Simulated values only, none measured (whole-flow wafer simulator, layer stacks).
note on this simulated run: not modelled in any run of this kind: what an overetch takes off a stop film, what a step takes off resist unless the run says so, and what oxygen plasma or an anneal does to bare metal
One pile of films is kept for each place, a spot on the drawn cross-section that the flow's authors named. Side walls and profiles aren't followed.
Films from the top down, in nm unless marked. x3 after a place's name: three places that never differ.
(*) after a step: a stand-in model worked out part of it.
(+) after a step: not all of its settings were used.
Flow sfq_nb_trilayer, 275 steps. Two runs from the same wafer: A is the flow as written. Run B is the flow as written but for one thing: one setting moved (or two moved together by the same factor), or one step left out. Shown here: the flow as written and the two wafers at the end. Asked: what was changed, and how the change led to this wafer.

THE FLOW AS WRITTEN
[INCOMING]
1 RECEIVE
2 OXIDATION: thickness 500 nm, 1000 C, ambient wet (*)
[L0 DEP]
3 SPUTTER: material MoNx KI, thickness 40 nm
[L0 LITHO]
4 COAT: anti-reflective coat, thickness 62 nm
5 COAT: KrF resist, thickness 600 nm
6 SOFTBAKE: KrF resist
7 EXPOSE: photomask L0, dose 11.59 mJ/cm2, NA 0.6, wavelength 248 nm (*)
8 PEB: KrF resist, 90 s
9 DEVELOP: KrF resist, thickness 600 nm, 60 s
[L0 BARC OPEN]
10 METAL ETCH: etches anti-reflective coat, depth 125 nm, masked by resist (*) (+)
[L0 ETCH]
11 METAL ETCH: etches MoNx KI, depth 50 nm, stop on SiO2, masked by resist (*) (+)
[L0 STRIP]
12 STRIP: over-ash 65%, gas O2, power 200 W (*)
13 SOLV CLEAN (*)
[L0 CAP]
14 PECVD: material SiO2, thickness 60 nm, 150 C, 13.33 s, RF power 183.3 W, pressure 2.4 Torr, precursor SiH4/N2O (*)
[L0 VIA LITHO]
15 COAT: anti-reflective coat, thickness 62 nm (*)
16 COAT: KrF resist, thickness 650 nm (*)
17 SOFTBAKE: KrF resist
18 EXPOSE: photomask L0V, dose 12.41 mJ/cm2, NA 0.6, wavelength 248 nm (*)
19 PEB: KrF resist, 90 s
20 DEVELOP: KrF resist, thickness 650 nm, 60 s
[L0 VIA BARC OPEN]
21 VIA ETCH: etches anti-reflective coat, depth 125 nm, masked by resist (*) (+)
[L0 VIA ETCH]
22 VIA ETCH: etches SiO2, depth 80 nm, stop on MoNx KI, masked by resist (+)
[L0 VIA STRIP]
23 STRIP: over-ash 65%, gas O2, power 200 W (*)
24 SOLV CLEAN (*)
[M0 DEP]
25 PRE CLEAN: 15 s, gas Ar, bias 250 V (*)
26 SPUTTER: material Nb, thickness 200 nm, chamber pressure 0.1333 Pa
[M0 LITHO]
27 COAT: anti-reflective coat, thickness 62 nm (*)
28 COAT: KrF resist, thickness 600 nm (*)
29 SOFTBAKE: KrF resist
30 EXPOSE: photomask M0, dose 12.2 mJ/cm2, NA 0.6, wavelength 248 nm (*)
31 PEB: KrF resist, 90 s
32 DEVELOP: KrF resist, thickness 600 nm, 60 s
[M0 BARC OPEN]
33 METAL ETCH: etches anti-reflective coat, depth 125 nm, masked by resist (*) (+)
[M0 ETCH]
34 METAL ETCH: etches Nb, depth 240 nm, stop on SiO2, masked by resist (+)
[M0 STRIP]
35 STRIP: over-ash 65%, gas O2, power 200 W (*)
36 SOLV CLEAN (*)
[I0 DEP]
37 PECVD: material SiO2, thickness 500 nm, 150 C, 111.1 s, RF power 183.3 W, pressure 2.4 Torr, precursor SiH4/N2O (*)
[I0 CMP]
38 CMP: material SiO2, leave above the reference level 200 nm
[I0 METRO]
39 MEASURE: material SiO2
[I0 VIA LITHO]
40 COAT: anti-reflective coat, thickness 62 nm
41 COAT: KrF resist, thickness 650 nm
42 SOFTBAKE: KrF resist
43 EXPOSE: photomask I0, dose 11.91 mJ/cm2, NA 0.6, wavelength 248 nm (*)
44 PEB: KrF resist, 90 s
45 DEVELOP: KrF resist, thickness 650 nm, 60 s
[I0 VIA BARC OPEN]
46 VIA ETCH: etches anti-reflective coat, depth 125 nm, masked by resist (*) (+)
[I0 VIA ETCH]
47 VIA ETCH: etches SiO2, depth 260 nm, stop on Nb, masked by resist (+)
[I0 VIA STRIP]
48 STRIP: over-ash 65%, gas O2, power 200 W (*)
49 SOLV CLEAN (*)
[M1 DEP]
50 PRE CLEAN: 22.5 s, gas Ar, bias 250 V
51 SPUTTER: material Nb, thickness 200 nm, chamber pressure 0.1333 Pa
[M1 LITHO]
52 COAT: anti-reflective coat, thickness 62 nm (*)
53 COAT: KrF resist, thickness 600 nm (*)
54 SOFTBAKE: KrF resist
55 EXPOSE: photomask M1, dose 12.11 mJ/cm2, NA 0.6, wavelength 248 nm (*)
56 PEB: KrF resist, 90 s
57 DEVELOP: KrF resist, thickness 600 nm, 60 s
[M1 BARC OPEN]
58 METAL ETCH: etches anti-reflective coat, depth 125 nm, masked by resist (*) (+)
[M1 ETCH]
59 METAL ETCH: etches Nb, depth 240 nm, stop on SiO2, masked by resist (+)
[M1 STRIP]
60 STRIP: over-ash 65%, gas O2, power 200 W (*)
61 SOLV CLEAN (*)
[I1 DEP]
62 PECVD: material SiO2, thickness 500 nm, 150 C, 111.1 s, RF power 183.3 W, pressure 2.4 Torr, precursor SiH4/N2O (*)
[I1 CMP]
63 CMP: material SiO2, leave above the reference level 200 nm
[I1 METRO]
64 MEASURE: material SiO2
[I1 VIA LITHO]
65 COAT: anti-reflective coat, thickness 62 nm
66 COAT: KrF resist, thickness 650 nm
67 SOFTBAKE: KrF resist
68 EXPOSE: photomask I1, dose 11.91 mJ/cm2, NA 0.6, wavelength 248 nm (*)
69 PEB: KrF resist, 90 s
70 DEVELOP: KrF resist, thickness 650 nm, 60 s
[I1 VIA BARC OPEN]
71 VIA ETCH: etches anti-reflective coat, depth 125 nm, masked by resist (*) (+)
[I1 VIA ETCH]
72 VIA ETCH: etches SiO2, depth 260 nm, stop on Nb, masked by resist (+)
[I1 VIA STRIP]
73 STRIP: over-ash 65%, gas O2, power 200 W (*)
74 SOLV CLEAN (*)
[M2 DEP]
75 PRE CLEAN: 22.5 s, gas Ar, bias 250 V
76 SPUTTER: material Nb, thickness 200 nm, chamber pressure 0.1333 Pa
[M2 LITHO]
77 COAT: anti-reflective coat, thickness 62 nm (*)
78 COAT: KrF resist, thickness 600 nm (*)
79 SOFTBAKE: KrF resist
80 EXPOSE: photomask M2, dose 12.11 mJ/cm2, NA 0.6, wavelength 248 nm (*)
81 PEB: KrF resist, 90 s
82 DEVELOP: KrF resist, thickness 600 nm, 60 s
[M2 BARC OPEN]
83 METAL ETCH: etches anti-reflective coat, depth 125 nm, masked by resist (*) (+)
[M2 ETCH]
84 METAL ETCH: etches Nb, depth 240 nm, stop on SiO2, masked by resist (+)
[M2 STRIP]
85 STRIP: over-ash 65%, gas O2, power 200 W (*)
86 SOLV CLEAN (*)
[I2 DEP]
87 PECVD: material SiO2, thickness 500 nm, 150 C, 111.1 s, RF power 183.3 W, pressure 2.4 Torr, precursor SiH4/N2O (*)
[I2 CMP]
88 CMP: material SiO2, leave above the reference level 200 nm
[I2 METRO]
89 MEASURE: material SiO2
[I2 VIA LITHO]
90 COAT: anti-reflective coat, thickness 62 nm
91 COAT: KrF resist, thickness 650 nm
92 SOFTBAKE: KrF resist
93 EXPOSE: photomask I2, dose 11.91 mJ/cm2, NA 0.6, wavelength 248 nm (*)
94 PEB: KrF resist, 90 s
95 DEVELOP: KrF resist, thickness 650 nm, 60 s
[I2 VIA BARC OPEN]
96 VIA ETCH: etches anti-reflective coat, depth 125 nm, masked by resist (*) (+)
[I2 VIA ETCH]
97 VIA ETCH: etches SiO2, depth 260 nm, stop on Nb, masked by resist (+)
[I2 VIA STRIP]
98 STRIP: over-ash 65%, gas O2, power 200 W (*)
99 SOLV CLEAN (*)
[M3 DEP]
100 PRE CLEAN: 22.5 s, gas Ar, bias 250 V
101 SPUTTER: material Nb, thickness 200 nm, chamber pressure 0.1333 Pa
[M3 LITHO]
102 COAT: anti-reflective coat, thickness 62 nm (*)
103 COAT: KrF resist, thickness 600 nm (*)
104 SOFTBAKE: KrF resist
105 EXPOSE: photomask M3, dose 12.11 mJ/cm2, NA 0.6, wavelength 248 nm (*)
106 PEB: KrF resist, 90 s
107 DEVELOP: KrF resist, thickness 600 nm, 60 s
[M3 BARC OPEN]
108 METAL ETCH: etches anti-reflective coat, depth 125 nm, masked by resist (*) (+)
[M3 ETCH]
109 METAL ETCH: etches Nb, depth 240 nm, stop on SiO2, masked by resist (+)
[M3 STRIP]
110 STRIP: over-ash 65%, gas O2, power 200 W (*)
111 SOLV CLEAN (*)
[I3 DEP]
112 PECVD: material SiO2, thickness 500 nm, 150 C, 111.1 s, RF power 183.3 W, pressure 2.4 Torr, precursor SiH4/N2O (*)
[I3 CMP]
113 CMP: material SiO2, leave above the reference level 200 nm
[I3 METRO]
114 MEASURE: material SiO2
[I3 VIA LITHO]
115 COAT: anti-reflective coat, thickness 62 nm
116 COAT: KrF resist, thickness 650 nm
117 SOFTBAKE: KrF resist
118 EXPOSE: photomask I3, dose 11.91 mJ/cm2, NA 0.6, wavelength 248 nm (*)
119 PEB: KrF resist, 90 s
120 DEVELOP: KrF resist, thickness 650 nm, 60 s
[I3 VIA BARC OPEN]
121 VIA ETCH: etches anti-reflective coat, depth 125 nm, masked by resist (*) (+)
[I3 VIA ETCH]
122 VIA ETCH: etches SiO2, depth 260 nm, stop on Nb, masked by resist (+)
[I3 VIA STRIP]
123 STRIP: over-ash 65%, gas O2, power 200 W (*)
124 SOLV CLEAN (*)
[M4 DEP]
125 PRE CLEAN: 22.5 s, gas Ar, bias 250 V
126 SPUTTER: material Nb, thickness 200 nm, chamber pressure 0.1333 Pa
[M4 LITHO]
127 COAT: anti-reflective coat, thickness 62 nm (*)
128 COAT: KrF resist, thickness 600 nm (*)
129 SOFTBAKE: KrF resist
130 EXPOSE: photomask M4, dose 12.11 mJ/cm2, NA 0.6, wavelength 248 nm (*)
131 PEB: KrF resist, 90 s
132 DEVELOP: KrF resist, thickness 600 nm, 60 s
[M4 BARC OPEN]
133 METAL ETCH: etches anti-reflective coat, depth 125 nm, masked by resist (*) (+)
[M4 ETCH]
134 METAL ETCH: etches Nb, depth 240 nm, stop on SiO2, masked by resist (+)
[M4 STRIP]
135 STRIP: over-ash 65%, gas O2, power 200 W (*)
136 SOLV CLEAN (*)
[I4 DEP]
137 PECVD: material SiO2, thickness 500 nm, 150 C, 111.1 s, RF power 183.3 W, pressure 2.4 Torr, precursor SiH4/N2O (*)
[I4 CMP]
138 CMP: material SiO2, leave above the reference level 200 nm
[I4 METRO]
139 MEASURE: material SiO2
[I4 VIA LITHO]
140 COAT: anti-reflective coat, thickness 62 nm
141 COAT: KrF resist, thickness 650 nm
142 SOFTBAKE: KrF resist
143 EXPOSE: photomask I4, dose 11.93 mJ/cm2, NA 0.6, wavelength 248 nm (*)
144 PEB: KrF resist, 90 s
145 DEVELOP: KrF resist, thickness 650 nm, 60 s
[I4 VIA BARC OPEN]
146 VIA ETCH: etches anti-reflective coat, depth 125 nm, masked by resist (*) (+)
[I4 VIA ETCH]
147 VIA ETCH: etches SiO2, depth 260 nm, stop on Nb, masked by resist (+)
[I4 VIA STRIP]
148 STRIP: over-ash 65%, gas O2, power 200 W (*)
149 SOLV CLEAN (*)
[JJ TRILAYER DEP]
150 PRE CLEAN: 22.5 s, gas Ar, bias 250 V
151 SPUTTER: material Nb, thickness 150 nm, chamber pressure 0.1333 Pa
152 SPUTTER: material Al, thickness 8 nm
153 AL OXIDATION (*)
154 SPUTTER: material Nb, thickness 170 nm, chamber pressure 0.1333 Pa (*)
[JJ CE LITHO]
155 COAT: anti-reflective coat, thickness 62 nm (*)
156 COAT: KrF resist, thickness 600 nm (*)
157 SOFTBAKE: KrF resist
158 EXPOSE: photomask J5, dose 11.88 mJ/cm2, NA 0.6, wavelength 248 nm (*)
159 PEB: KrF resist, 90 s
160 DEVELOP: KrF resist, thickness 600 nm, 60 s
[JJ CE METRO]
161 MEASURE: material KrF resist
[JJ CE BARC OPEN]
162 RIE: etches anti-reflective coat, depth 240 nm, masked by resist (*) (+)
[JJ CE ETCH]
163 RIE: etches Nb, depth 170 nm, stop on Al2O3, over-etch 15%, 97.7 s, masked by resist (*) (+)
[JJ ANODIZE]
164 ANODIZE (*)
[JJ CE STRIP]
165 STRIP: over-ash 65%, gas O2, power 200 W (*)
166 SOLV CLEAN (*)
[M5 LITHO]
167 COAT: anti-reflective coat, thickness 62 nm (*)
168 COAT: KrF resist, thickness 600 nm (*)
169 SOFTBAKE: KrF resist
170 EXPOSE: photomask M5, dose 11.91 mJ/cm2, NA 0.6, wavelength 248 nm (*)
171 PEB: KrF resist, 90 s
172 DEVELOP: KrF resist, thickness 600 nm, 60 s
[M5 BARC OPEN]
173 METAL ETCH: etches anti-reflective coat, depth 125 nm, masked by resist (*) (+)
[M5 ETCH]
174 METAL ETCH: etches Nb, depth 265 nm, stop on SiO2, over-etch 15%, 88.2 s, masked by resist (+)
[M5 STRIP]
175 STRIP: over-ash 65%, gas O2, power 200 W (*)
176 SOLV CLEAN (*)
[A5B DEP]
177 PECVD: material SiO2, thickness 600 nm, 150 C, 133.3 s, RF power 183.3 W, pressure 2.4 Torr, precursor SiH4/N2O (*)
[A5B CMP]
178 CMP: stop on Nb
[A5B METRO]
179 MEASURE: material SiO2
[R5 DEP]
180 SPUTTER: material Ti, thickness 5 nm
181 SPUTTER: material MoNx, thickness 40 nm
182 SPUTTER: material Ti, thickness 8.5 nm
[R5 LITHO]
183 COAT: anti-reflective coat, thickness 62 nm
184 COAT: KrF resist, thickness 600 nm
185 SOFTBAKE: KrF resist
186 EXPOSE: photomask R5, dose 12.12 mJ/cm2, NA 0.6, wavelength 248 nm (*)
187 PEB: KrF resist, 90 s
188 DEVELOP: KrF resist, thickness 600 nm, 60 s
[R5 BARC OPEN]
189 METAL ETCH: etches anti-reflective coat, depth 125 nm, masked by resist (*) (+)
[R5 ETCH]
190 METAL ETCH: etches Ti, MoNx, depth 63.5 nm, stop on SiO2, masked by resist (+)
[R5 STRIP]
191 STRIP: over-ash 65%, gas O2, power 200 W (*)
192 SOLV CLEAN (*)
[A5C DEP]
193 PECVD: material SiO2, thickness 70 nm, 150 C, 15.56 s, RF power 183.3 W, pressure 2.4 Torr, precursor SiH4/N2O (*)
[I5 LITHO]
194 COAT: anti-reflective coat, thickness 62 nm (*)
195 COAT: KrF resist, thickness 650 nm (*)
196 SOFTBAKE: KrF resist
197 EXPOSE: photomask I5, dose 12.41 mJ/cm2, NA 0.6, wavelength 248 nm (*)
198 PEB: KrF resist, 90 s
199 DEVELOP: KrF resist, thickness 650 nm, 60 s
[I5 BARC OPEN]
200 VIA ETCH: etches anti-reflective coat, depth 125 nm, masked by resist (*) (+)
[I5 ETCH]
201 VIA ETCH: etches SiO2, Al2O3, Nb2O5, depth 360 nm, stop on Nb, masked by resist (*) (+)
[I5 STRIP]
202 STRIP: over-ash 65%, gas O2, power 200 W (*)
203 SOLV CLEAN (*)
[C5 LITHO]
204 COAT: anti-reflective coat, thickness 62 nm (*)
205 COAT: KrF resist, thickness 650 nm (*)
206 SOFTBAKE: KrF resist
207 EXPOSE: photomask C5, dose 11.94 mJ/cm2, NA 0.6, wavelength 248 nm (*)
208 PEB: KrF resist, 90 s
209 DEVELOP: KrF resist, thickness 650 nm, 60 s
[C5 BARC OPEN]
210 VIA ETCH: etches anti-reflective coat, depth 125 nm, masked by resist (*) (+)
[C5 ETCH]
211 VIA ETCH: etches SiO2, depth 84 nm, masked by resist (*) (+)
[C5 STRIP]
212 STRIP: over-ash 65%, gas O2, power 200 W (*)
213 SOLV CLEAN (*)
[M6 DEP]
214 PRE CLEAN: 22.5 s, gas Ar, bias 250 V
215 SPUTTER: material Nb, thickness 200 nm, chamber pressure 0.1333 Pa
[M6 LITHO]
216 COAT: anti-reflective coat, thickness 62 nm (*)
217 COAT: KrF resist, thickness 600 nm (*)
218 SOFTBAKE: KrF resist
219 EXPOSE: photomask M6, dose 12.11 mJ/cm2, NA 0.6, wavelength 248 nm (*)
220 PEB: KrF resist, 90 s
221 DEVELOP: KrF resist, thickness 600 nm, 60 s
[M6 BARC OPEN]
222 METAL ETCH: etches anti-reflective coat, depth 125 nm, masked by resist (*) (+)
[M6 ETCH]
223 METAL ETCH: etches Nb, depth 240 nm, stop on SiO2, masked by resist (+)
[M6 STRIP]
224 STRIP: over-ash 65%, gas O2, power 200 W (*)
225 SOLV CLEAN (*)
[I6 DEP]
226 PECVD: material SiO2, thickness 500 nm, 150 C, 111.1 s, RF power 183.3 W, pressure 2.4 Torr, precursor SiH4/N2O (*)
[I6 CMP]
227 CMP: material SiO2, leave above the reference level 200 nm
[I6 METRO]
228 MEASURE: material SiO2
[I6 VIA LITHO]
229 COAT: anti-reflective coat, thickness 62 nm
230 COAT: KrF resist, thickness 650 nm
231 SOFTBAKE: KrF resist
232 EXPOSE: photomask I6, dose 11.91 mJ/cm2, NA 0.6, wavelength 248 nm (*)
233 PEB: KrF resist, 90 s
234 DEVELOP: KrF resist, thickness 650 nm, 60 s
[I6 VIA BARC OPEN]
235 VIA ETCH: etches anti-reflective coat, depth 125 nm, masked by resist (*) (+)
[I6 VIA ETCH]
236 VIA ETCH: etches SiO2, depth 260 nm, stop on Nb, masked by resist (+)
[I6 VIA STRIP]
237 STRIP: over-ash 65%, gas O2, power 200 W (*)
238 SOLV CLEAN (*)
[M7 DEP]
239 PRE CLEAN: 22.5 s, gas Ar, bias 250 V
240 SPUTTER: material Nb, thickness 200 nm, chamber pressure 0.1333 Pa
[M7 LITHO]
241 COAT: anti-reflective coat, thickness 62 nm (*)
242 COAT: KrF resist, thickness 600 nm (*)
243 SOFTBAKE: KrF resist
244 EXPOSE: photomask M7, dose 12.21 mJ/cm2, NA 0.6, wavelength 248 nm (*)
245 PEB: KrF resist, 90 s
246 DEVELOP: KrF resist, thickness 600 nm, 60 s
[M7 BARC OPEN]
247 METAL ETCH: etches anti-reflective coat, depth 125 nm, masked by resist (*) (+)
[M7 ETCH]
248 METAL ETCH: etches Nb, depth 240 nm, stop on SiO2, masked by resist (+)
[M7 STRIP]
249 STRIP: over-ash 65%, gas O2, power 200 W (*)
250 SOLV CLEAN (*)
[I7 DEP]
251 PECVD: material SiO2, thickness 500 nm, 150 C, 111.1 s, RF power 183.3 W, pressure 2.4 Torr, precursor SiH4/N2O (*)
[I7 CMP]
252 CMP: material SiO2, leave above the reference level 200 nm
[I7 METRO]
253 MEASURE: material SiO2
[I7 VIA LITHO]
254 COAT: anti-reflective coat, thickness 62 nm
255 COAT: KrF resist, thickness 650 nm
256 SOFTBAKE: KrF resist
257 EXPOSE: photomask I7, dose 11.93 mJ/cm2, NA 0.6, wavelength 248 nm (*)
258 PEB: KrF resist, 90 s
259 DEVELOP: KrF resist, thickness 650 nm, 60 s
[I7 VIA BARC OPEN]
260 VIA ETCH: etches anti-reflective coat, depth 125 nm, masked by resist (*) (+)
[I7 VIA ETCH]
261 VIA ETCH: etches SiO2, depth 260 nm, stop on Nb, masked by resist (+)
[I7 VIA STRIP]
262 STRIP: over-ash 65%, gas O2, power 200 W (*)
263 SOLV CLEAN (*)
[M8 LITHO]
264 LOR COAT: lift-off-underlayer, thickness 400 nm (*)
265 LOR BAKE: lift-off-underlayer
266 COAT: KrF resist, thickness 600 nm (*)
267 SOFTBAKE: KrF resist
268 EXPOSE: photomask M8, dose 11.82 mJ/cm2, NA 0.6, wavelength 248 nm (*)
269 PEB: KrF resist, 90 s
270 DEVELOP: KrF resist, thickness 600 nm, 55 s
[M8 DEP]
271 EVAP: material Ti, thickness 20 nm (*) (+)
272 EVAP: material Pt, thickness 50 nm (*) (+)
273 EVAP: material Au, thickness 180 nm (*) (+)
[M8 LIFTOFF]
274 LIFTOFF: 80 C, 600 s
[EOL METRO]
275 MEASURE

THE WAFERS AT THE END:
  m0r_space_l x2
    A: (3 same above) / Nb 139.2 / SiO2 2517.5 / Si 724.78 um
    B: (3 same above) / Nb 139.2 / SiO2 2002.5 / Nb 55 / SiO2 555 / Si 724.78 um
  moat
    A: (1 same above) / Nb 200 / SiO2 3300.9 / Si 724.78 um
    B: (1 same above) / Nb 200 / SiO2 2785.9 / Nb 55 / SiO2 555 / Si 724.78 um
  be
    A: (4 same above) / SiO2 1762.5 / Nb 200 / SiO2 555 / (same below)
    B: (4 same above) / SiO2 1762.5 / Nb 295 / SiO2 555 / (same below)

The cause: step 26, SPUTTER: thickness 295 nm was run, where the flow has thickness 200 nm.
It can be read off the wafer: be has Nb 295, and step 26 as written asks for 200 nm.

How the change led to this, step by step:
  26 SPUTTER: material Nb, thickness 200 nm, chamber pressure 0.1333 Pa
      field_l, v_sur, via_wl and 102 more: A Nb +200 (new film) | B Nb +295 (new film)
      l0v: A Nb +195.7 (new film) | B Nb +291 (new film)
  34 METAL ETCH: etches Nb, depth 240 nm, stop on SiO2, masked by resist (+)
      moat, m0r_space_l x2: A Nb -200 (all of it) | B Nb -240
  37 PECVD: material SiO2, thickness 500 nm, 150 C, 111.1 s, RF power 183.3 W, pressure 2.4 Torr, precursor SiH4/N2O (*)
      moat, m0r_space_l x2: A SiO2 +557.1 | B SiO2 +597.1 (new film)
Counting metal films that touch as one body, m0r_space_l x2 has 2 bodies (between them, from the top down: SiO2 2002.5); the flow as written gives 1 body.
Counting metal films that touch as one body, moat has 2 bodies (between them, from the top down: SiO2 2785.9); the flow as written gives 1 body.
